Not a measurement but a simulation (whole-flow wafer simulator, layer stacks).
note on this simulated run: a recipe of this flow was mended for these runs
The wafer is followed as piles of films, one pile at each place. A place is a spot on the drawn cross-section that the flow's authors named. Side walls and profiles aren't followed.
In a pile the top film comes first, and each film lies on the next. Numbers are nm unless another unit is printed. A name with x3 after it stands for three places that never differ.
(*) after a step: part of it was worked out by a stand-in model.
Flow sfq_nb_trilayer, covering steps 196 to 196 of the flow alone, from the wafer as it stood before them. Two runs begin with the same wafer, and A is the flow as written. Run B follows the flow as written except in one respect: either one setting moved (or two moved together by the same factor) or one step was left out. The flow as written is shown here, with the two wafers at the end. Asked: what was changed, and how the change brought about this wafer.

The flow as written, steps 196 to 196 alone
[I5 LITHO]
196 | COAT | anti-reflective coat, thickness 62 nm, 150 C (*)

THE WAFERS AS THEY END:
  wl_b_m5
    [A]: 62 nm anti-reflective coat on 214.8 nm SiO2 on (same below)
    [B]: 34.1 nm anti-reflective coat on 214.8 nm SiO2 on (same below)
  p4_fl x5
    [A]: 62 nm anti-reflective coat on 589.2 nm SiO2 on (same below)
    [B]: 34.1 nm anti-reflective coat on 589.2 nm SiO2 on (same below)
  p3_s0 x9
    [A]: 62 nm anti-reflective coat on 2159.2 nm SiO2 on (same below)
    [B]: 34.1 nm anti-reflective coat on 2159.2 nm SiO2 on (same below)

What caused this: step 196, COAT: thickness 34.1 nm was run, though the flow has thickness 62 nm.
The wafer lets one read it off: wl_b_m5 has anti-reflective coat 34.1, and step 196 as written asks for 62 nm.

How this came from the change, step by step:
  196 | COAT | anti-reflective coat, thickness 62 nm, 150 C (*)
      p4_fl x5, p4_w1 x9, p3_s0 x9 and 41 more: A +62 anti-reflective coat (new film) | B +34.1 anti-reflective coat (new film)
      via_wl, via_w, via_wr, via_sp, via_v, lsp_r, l0_sur, l0v: A +62.3 anti-reflective coat (new film) | B +34.4 anti-reflective coat (new film)
      (and at 34 other places as well)
